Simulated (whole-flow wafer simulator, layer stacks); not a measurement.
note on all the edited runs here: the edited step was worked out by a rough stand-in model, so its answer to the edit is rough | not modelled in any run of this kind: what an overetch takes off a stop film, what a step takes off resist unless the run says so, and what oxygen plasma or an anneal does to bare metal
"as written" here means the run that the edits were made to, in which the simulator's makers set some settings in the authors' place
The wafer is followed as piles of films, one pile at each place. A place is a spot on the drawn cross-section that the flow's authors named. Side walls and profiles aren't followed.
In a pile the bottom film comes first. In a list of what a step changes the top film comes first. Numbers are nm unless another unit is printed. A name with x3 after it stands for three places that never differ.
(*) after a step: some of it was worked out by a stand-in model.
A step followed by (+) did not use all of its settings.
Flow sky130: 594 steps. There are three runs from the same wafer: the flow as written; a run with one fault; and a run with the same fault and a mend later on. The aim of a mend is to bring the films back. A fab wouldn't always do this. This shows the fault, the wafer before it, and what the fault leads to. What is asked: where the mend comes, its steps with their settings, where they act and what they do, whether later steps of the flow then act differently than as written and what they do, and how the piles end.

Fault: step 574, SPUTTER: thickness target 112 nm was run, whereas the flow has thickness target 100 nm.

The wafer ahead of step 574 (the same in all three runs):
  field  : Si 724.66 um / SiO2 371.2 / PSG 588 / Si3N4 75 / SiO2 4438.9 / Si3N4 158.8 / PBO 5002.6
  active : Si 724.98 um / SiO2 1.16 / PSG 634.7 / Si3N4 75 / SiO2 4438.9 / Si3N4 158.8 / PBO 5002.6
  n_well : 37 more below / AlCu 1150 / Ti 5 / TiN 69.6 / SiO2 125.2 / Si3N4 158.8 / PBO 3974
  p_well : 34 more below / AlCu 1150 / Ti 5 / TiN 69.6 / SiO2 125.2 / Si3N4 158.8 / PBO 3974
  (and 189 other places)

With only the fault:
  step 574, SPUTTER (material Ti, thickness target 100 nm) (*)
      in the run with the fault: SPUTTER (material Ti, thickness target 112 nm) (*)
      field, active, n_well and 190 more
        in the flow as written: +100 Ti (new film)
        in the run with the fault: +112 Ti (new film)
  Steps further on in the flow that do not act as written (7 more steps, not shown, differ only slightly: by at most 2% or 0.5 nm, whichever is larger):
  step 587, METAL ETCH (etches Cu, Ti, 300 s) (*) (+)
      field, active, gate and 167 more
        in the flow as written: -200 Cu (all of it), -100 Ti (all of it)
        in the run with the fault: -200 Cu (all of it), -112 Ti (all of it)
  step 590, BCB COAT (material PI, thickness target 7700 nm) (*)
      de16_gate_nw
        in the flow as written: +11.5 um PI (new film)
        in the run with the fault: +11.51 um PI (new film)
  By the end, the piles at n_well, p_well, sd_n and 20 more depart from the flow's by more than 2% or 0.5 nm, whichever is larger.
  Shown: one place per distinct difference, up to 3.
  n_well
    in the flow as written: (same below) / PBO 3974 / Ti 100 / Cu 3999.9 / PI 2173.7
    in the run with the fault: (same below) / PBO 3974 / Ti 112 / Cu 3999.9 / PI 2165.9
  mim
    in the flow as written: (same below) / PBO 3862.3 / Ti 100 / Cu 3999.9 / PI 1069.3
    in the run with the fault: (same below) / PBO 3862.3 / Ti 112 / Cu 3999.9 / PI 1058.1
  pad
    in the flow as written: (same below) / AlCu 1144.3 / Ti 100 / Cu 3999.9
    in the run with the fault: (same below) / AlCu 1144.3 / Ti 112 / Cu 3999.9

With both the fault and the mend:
  After step 574 comes the mend.
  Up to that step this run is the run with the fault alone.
  step 574a, ETCH (chemistry CF4/O2, etches Si3N4, SiO2, TiN, Ti, depth target 12 nm) (the flow's step 554, run once more with other settings)
      field, active, n_well and 190 more
        -12 Ti
  Every later step of the flow that is run acts as written, at every place that is followed, to within 2% or 0.5 nm, whichever is larger.
  At every place that both follow, the piles at the end match the flow's.
